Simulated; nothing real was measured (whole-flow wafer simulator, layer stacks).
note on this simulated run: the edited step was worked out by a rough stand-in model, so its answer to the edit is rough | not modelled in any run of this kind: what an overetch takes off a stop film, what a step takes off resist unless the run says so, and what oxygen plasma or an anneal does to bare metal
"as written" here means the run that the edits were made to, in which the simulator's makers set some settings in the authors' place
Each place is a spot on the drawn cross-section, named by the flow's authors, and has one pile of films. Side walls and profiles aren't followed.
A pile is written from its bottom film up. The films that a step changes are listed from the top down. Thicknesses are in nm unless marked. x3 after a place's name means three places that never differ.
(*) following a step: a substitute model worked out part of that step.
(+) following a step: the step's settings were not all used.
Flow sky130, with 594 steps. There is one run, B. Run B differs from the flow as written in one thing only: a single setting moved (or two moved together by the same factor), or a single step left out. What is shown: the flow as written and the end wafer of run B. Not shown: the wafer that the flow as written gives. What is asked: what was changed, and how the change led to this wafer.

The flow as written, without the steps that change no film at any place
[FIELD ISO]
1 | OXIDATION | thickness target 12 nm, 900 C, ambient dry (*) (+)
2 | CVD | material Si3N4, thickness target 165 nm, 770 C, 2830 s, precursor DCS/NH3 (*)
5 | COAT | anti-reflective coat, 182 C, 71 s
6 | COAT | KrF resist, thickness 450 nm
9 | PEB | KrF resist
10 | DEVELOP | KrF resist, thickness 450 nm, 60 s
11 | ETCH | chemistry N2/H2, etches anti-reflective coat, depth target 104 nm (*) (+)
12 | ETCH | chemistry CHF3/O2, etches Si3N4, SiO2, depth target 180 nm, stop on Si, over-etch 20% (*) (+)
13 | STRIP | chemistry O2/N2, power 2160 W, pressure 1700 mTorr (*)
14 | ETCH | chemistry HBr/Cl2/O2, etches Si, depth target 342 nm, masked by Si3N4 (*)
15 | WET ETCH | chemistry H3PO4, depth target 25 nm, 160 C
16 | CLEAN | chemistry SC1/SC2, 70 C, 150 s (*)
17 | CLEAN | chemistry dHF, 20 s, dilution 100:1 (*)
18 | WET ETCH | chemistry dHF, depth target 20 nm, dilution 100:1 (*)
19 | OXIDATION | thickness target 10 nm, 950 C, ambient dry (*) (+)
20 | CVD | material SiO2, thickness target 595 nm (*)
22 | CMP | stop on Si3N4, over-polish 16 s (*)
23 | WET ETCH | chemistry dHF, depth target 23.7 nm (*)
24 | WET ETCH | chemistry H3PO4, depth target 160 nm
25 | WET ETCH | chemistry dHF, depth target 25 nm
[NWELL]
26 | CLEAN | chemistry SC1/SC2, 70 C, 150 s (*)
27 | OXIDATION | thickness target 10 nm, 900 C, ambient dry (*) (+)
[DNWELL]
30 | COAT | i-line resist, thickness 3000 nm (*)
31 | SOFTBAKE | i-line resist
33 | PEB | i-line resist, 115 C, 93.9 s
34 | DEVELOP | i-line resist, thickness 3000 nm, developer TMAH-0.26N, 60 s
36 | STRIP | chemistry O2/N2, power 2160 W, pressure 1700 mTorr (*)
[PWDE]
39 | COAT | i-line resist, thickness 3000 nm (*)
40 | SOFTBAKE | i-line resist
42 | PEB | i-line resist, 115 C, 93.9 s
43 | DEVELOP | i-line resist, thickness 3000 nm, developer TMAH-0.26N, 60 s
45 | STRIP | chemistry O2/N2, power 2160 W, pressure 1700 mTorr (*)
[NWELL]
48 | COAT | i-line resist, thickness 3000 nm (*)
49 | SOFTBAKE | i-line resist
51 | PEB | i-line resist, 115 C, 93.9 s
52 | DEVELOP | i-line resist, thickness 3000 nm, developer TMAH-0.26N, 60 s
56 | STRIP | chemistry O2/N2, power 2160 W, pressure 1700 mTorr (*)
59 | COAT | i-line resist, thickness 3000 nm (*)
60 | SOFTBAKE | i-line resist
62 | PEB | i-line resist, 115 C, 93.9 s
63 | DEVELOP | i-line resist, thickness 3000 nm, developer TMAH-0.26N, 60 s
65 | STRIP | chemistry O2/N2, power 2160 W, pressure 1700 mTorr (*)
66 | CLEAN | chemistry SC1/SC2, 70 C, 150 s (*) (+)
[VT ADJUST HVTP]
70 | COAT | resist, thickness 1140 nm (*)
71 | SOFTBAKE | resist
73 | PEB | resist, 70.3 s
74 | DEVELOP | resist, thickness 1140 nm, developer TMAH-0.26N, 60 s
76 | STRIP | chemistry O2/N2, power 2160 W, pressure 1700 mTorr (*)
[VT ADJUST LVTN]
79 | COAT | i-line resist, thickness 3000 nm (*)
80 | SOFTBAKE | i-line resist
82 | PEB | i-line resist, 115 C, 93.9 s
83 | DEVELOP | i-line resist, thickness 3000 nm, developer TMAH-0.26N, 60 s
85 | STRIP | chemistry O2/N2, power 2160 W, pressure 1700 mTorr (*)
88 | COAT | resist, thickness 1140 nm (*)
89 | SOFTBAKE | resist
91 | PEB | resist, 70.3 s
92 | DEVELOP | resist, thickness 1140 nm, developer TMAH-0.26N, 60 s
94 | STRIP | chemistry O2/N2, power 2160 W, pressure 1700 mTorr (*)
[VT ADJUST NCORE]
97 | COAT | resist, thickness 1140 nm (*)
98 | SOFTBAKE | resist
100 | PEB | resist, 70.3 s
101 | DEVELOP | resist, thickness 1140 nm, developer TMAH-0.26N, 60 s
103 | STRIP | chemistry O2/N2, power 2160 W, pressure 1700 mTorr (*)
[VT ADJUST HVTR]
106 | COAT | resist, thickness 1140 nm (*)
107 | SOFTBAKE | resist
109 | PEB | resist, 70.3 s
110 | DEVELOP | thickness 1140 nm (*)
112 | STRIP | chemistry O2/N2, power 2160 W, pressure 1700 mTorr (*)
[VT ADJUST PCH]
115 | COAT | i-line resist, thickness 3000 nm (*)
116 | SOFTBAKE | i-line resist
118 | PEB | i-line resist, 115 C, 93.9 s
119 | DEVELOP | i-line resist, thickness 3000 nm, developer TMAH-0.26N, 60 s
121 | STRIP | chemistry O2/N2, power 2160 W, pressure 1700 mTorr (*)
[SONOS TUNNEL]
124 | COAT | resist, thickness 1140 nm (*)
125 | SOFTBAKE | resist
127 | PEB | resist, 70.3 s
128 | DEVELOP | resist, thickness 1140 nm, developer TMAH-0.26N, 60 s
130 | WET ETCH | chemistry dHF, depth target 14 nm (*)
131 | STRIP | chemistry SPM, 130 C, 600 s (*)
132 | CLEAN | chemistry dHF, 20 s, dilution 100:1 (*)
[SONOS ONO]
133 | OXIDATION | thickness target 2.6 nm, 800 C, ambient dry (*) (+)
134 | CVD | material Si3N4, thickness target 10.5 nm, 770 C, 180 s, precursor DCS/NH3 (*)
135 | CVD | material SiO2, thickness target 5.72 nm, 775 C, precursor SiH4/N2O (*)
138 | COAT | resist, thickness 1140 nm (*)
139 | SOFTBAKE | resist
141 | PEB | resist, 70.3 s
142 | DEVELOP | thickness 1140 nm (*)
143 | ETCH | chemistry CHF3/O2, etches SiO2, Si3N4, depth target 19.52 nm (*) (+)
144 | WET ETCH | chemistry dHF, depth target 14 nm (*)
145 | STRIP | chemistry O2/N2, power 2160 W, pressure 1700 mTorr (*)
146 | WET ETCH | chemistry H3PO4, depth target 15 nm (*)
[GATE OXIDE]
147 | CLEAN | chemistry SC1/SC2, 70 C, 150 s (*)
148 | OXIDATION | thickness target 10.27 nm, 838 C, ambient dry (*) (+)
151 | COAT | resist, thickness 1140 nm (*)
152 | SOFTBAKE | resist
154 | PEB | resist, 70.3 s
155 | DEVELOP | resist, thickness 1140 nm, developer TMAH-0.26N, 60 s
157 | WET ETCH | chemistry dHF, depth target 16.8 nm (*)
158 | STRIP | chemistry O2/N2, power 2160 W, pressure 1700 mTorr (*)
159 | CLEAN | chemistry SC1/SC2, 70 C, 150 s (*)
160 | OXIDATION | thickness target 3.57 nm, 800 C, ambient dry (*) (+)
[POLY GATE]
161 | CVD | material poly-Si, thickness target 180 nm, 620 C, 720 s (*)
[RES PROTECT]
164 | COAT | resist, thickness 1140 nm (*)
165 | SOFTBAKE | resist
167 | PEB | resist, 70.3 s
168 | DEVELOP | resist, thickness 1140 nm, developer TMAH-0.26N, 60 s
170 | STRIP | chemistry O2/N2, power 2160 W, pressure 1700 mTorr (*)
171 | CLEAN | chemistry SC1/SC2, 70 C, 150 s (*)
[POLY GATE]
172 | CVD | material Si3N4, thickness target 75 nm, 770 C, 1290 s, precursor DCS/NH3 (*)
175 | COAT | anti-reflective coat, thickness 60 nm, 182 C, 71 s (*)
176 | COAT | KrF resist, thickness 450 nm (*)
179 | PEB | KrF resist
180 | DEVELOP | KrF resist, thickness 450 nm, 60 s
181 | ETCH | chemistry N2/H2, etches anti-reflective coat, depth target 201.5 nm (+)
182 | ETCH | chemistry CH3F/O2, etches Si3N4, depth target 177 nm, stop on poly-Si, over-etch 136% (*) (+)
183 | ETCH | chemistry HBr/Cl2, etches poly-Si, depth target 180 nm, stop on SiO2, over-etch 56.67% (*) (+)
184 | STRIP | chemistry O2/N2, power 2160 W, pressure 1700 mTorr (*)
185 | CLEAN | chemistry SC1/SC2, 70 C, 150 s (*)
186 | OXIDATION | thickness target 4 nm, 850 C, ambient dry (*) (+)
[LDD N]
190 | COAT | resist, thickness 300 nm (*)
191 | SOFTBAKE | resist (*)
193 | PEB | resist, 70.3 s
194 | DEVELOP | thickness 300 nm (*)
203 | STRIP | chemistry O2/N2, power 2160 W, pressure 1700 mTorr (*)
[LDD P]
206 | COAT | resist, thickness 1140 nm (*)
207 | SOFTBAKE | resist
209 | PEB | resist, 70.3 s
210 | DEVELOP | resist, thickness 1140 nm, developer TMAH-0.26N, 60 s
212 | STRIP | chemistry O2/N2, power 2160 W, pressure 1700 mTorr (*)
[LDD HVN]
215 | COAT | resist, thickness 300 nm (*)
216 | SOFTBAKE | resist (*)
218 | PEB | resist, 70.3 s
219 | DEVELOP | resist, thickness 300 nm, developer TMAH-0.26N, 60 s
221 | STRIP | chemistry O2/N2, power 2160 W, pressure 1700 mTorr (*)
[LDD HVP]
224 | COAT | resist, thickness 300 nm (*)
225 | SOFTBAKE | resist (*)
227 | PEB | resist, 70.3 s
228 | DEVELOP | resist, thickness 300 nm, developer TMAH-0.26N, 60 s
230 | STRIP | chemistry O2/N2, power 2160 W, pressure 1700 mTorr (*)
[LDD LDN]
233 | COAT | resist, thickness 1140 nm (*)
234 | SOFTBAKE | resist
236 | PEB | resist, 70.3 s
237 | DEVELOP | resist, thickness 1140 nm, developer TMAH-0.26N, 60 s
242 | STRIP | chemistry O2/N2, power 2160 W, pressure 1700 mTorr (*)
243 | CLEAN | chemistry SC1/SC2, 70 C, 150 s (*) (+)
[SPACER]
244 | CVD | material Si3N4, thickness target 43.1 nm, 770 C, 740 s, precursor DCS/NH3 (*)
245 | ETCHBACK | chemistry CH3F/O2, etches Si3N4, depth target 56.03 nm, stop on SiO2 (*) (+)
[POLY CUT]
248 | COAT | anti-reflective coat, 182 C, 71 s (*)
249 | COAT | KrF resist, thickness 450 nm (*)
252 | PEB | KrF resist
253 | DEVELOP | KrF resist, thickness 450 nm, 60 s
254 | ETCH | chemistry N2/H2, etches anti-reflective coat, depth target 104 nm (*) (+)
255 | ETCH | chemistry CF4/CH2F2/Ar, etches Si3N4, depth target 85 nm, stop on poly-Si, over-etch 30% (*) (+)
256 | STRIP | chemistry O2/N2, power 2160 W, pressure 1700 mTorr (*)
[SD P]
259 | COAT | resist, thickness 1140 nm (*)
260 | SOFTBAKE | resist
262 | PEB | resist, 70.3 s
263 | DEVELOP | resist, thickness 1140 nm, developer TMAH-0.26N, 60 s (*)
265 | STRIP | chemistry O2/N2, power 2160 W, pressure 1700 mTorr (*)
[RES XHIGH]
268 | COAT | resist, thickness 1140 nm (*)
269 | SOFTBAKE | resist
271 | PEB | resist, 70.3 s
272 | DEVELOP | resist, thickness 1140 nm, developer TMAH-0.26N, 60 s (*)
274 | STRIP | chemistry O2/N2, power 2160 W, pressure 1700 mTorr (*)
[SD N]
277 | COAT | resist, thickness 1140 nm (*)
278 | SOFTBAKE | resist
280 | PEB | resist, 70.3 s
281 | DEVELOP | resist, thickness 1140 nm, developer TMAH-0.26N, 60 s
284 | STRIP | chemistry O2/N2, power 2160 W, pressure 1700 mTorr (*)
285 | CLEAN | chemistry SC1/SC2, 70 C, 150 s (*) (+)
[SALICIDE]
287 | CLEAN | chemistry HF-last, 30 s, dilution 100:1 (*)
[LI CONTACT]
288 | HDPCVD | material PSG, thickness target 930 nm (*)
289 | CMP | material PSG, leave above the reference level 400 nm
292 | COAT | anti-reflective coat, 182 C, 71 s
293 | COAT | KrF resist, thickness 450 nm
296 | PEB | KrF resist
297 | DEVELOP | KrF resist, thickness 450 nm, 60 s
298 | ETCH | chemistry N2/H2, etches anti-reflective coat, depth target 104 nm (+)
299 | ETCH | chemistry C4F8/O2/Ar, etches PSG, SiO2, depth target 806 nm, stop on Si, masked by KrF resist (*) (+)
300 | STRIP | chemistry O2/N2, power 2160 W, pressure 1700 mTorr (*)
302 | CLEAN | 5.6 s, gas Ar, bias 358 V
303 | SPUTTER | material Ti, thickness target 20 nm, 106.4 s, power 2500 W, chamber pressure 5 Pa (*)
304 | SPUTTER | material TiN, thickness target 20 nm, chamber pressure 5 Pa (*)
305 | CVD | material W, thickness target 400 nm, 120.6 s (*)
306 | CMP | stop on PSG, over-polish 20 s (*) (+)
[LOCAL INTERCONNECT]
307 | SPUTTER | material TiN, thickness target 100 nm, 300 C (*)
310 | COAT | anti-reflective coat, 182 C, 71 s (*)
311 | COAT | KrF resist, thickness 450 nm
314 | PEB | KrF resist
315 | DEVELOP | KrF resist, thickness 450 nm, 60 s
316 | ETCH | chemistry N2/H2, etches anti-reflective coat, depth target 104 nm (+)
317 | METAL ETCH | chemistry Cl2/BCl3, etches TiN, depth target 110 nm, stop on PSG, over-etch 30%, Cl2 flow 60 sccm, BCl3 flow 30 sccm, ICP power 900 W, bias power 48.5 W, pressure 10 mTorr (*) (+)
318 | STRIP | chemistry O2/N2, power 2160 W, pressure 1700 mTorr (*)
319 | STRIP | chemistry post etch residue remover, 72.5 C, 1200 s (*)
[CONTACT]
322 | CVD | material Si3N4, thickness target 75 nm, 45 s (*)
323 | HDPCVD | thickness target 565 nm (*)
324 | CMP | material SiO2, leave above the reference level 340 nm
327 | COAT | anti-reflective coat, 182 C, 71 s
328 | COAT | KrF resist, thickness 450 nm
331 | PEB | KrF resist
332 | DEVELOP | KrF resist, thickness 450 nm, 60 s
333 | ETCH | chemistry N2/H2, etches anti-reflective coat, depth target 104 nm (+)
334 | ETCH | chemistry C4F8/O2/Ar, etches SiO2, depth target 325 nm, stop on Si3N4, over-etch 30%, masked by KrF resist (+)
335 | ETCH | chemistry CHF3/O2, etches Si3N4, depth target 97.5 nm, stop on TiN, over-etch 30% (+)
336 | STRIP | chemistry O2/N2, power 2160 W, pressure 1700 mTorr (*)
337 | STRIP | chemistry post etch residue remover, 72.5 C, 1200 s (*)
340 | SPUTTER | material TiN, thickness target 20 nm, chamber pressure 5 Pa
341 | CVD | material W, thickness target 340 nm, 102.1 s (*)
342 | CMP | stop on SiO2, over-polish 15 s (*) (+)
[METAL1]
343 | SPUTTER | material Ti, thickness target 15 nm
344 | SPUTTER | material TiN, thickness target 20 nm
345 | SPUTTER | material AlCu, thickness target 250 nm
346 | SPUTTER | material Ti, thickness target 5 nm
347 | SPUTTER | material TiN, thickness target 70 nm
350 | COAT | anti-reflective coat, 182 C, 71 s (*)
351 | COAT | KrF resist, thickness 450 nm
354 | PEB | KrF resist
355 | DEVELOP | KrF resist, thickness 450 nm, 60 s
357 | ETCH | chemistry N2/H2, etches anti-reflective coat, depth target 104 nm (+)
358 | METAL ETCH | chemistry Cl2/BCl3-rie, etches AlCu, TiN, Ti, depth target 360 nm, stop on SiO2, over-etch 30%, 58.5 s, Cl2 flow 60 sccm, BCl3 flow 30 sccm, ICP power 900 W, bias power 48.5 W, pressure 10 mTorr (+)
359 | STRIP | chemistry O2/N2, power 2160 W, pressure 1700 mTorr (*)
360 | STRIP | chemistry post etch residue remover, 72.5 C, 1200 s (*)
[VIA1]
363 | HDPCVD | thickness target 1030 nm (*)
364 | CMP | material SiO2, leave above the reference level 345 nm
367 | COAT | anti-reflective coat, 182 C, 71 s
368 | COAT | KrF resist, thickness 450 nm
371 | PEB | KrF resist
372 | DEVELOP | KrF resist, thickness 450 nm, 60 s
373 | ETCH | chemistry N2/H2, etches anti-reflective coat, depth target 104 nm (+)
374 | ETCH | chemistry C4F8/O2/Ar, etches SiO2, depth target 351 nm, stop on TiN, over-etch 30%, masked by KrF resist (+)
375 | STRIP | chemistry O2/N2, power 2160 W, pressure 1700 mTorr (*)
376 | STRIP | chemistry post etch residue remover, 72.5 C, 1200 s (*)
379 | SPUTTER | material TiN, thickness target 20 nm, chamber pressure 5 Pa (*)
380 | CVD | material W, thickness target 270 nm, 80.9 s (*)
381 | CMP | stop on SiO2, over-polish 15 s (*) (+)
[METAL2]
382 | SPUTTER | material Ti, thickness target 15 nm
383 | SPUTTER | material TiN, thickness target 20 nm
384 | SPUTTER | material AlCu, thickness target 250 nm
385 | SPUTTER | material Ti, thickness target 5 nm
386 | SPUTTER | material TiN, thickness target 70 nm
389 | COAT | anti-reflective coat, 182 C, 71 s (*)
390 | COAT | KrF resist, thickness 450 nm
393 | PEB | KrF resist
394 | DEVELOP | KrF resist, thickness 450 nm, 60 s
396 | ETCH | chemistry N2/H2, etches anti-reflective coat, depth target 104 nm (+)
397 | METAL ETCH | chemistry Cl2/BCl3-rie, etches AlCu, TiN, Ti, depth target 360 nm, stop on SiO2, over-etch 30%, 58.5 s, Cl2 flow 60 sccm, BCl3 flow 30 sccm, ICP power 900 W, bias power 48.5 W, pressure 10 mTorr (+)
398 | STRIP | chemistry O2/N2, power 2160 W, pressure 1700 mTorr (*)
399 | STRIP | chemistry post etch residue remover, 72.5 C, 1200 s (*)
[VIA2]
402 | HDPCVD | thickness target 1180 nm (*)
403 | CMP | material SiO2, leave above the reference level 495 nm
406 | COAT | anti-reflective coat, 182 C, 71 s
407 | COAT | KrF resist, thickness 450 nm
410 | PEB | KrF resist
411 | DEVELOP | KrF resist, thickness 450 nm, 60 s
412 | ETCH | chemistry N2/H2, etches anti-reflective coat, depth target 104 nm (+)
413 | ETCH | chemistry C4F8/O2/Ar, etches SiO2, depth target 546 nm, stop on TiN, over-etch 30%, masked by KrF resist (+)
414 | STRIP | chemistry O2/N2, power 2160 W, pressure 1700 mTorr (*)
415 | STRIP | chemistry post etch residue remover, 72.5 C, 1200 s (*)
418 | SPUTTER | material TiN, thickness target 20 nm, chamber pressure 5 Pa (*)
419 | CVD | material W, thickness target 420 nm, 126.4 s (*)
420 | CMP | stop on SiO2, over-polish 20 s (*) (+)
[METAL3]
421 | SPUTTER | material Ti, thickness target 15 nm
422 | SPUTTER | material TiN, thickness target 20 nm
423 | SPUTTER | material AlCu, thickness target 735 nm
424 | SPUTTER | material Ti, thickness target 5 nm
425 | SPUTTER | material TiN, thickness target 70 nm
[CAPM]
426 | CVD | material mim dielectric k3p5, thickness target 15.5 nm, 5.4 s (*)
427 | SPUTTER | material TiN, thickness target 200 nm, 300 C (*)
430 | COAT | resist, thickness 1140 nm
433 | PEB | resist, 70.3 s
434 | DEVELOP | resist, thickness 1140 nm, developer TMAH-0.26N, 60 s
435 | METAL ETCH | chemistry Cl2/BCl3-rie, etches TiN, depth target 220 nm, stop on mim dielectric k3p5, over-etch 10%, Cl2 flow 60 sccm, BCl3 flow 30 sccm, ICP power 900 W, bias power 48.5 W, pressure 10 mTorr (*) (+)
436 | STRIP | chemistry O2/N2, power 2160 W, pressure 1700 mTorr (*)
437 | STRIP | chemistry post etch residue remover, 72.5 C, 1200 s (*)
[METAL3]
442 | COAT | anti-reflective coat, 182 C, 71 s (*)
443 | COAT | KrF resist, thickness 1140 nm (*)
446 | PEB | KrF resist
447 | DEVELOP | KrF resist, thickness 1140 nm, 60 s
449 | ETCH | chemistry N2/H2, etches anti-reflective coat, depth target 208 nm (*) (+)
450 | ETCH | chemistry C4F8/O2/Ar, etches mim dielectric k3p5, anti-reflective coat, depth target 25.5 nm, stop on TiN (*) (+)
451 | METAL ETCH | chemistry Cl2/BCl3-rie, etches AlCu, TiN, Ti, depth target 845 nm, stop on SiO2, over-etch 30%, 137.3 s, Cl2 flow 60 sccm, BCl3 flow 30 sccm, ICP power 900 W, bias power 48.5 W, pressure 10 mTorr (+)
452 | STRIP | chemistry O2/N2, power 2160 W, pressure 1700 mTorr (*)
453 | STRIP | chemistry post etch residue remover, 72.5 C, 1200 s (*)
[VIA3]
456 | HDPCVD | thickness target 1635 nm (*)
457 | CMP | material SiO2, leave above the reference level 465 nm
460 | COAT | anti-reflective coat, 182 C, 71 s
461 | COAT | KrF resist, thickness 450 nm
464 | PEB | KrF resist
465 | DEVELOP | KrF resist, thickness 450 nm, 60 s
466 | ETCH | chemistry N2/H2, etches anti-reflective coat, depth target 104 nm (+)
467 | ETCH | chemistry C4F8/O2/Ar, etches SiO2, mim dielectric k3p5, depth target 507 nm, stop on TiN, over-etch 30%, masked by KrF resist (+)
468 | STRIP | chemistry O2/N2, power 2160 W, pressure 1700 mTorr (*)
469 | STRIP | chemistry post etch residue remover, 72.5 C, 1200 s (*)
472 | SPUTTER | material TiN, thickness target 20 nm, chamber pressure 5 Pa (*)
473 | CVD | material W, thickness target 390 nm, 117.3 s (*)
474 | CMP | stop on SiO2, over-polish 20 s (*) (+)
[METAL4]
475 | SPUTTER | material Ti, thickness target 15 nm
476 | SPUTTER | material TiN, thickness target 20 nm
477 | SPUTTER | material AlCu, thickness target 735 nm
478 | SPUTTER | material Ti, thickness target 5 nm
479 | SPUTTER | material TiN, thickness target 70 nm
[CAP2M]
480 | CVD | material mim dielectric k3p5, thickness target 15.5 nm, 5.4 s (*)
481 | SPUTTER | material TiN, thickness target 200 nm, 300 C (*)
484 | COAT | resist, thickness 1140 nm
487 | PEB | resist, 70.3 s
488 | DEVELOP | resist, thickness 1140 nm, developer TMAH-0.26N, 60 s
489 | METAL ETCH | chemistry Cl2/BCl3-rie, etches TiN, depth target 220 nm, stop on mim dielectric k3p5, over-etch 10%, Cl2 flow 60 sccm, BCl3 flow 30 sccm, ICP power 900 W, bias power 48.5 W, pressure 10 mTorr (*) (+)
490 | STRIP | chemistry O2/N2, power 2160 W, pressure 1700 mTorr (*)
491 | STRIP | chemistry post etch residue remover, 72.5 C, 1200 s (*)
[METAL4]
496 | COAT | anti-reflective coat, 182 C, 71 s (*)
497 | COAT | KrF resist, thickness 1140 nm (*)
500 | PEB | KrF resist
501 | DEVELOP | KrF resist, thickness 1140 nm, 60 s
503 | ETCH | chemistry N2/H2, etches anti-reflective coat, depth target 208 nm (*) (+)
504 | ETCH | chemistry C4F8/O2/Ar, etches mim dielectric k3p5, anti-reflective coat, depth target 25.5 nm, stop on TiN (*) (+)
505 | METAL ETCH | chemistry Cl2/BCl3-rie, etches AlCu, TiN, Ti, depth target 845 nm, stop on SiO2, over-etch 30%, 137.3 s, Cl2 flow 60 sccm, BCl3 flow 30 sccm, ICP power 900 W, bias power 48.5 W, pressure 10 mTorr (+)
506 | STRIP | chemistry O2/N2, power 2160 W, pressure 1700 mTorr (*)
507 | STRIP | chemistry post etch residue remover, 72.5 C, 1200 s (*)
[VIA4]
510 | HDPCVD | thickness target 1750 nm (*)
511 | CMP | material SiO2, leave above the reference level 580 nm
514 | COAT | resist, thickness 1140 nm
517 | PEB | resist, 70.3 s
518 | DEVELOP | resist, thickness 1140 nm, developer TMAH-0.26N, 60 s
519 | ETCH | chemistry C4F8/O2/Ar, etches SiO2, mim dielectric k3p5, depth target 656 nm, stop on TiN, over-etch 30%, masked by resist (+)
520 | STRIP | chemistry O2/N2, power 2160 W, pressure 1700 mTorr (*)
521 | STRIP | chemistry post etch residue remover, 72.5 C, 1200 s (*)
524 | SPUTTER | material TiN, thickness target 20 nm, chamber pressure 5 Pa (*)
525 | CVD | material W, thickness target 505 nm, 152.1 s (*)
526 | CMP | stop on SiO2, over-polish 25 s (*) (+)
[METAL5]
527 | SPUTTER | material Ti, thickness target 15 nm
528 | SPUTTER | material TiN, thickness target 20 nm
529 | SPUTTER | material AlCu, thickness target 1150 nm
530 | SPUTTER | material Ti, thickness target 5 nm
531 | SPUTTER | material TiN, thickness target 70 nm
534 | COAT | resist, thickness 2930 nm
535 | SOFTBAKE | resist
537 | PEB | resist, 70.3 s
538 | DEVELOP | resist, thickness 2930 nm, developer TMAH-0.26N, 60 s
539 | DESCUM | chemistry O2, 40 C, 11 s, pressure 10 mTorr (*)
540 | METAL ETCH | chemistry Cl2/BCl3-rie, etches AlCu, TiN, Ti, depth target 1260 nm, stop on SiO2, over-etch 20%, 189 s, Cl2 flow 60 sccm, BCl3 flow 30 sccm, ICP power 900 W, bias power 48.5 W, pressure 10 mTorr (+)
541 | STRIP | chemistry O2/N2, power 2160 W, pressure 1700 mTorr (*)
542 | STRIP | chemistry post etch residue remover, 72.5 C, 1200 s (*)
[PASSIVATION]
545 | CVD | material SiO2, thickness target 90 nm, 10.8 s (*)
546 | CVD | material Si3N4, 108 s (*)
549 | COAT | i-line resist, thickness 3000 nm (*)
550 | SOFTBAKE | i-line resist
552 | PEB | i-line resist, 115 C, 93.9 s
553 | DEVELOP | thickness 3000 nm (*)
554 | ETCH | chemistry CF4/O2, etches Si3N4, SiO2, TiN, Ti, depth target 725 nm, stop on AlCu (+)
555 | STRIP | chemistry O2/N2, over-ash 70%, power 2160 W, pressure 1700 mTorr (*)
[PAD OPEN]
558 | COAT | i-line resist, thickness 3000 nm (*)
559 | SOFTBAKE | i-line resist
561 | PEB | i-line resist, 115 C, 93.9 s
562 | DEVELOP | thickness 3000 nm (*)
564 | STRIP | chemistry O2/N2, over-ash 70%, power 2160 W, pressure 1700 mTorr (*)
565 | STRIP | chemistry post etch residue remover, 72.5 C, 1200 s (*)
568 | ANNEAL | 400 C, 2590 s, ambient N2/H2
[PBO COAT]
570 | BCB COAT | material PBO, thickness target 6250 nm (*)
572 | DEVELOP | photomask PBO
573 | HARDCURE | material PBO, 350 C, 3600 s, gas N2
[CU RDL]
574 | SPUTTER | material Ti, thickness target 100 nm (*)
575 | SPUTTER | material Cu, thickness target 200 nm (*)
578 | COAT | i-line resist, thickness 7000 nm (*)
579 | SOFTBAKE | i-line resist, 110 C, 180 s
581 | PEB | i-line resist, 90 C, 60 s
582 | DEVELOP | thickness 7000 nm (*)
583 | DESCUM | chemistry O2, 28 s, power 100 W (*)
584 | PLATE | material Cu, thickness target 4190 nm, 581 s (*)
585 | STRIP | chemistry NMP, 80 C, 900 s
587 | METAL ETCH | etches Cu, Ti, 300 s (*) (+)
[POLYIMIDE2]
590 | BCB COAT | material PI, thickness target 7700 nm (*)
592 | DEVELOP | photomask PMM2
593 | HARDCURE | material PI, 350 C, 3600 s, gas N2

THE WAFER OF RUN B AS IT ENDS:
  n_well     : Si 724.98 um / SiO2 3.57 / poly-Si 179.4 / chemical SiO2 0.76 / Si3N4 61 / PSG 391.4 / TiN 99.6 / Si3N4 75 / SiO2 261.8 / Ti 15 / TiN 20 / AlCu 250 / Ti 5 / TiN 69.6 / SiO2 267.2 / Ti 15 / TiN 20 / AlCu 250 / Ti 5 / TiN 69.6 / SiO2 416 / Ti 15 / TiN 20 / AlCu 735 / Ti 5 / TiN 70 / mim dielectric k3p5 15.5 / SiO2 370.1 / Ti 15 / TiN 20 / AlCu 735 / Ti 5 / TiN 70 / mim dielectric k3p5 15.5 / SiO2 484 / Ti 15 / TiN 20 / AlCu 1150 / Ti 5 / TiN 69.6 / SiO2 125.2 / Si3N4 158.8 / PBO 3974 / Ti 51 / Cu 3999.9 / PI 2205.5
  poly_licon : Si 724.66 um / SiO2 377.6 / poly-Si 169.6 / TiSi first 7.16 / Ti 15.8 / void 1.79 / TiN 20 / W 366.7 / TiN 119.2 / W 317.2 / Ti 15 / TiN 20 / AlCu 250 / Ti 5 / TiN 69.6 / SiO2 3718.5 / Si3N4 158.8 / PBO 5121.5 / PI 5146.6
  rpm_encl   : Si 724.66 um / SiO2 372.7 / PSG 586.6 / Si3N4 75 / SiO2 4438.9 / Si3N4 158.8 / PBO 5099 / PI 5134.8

The reason: step 574, SPUTTER: thickness target 51 nm was run, whereas the flow has thickness target 100 nm.
The wafer itself shows it: n_well has Ti 51, and step 574 as written asks for 100 nm.

The path from the change to this, step by step:
  574 | SPUTTER | material Ti, thickness target 100 nm (*)
      field, active, n_well and 190 more: Ti gains 51 (new film) (in the flow as written it would be: Ti gains 100 (new film))
  587 | METAL ETCH | etches Cu, Ti, 300 s (*) (+)
      field, active, gate and 167 more: Cu loses 200 (all of it), Ti loses 51 (all of it) (in the flow as written it would be: Cu loses 200 (all of it), Ti loses 100 (all of it))
  590 | BCB COAT | material PI, thickness target 7700 nm (*)
      de16_gate_nw: PI gains 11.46 um (new film) (in the flow as written it would be: PI gains 11.5 um (new film))
